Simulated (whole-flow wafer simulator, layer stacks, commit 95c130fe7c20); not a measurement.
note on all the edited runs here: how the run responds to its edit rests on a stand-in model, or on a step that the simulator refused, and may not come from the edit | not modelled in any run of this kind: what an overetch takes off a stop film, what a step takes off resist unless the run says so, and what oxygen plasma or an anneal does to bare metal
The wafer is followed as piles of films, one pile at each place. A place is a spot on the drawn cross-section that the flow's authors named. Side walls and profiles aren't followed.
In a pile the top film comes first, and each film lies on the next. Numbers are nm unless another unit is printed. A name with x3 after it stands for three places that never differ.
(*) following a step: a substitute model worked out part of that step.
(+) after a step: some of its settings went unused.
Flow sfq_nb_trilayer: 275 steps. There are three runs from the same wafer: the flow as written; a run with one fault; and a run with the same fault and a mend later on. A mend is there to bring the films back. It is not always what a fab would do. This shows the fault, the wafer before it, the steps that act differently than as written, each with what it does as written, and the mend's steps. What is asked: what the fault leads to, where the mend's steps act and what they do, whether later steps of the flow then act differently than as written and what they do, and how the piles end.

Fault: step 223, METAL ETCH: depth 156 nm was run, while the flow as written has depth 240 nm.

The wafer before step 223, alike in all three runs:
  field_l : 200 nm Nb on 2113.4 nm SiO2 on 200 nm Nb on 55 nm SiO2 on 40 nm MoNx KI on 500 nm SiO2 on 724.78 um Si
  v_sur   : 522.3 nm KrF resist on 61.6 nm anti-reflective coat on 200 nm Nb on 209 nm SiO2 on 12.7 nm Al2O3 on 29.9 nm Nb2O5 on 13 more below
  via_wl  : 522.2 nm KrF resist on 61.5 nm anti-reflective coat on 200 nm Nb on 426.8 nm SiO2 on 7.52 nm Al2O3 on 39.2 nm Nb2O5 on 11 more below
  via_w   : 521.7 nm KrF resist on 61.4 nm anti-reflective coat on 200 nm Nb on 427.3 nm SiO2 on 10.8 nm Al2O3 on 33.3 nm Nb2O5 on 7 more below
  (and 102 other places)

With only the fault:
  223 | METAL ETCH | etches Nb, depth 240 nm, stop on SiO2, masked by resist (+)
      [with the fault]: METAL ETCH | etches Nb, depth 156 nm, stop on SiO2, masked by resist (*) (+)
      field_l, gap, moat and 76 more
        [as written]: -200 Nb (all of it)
        [with the fault]: -156 Nb
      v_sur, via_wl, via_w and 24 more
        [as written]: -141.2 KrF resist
        [with the fault]: -91.8 KrF resist
  Steps further on in the flow that do not act as written:
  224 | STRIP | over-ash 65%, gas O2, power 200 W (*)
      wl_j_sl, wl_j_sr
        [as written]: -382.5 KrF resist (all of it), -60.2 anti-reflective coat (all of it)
        [with the fault]: -431.9 KrF resist (all of it), -60.2 anti-reflective coat (all of it)
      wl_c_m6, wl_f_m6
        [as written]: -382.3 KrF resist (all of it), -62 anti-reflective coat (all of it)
        [with the fault]: -431.7 KrF resist (all of it), -62 anti-reflective coat (all of it)
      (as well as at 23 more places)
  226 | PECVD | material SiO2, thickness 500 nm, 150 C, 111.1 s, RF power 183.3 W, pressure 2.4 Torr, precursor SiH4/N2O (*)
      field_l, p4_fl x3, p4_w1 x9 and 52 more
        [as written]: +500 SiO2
        [with the fault]: +500 SiO2 (new film)
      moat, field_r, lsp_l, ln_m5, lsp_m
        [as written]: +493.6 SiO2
        [with the fault]: +500 SiO2 (new film)
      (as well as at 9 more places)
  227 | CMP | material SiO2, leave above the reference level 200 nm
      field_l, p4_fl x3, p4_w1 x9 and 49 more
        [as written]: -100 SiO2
        [with the fault]: -144 SiO2
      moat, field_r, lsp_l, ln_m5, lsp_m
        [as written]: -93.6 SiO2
        [with the fault]: -144 SiO2
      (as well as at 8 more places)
  At field_l, gap, moat and 76 more, the piles at the end differ from the flow's by more than 2% or 0.5 nm, whichever is larger.
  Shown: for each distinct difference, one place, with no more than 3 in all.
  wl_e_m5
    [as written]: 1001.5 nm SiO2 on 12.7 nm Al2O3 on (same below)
    [with the fault]: 748.5 nm SiO2 on 44 nm Nb on 209 nm SiO2 on 12.7 nm Al2O3 on (same below)
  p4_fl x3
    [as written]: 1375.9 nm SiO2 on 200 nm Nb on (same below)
    [with the fault]: 748.5 nm SiO2 on 44 nm Nb on 583.4 nm SiO2 on 200 nm Nb on (same below)
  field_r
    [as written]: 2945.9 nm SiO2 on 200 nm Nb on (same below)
    [with the fault]: 748.5 nm SiO2 on 44 nm Nb on 2153.4 nm SiO2 on 200 nm Nb on (same below)

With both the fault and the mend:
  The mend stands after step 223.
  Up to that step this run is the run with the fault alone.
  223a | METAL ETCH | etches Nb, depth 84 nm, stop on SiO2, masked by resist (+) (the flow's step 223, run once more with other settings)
      field_l, gap, moat and 76 more
        -44 Nb (all of it)
      v_sur, via_wl, via_w and 24 more
        -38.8 KrF resist
  Steps further on in the flow that do not act as written:
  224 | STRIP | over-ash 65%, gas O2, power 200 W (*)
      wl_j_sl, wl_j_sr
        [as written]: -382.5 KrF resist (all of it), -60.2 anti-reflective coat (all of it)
        [with the mend]: -393.1 KrF resist (all of it), -60.2 anti-reflective coat (all of it)
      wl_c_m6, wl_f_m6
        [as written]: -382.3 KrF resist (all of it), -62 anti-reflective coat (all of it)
        [with the mend]: -392.9 KrF resist (all of it), -62 anti-reflective coat (all of it)
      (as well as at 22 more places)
  By the end, the piles equal the flow's at every place that both follow.
